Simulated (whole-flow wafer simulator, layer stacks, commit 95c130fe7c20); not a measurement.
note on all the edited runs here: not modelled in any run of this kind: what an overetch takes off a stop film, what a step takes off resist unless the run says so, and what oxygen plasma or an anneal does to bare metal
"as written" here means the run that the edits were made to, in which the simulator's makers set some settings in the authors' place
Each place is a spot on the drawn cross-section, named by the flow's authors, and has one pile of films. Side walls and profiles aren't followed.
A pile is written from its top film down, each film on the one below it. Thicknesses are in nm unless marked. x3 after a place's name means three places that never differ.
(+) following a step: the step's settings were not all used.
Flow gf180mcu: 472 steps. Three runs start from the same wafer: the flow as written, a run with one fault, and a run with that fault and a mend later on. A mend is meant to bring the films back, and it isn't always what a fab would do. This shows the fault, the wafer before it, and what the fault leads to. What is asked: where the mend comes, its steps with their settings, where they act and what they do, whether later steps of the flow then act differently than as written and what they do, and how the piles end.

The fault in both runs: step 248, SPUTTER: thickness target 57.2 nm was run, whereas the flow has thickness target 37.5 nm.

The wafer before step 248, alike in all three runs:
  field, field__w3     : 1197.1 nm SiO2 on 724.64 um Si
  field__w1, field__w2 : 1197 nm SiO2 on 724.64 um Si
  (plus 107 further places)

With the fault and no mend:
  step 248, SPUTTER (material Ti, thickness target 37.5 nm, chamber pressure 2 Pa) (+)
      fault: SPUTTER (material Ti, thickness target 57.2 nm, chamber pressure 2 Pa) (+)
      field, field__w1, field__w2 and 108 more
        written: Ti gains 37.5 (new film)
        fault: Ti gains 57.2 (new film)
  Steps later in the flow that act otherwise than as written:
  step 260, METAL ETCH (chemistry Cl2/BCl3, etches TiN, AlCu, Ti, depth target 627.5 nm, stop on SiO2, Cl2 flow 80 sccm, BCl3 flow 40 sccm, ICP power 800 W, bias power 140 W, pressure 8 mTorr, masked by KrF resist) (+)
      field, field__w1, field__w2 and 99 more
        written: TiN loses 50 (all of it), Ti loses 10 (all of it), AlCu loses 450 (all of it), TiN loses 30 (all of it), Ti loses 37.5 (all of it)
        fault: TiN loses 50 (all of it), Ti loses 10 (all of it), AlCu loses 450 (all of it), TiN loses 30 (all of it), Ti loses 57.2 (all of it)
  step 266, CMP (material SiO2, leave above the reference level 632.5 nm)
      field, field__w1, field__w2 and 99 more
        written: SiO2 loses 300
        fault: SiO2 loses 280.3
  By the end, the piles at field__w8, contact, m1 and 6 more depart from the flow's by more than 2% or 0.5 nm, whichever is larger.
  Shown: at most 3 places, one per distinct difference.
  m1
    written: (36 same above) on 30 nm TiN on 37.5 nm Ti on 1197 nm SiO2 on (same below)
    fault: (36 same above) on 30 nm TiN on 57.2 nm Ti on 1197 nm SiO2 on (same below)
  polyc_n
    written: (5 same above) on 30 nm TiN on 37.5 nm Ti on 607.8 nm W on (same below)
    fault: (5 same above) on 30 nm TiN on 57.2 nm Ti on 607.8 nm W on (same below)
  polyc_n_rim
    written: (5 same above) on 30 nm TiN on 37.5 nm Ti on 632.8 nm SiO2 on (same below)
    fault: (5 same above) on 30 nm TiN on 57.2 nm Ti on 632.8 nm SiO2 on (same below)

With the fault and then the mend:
  The mend stands after step 259.
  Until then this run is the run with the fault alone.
  step 260, METAL ETCH (chemistry Cl2/BCl3, etches TiN, AlCu, Ti, depth target 647.2 nm, stop on SiO2, Cl2 flow 80 sccm, BCl3 flow 40 sccm, ICP power 800 W, bias power 140 W, pressure 8 mTorr, masked by KrF resist) (+) (the flow's step 260, as written with depth target 627.5 nm)
      field, field__w1, field__w2 and 99 more
        TiN loses 50 (all of it), Ti loses 10 (all of it), AlCu loses 450 (all of it), TiN loses 30 (all of it), Ti loses 57.2 (all of it)
      field__w8, contact, m1 and 6 more
        KrF resist loses 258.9
  Steps later in the flow that act otherwise than as written (not shown: 1 more step that differs only slightly, by at most 2% or 0.5 nm, whichever is larger):
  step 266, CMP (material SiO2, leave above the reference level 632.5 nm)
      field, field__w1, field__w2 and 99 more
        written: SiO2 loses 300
        mend: SiO2 loses 280.3
  By the end, the piles at field__w8, contact, m1 and 6 more depart from the flow's by more than 2% or 0.5 nm, whichever is larger.
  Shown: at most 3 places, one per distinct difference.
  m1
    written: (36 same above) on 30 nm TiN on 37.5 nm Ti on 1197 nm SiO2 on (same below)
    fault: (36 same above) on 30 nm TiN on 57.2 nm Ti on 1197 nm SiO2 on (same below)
    mend: (36 same above) on 30 nm TiN on 57.2 nm Ti on 1197 nm SiO2 on (same below)
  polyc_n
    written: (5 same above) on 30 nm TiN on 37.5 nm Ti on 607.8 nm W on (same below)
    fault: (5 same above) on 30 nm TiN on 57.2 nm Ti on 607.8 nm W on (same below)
    mend: (5 same above) on 30 nm TiN on 57.2 nm Ti on 607.8 nm W on (same below)
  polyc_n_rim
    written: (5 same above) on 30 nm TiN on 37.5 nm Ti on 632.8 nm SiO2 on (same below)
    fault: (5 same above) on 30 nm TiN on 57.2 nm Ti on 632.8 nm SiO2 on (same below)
    mend: (5 same above) on 30 nm TiN on 57.2 nm Ti on 632.8 nm SiO2 on (same below)
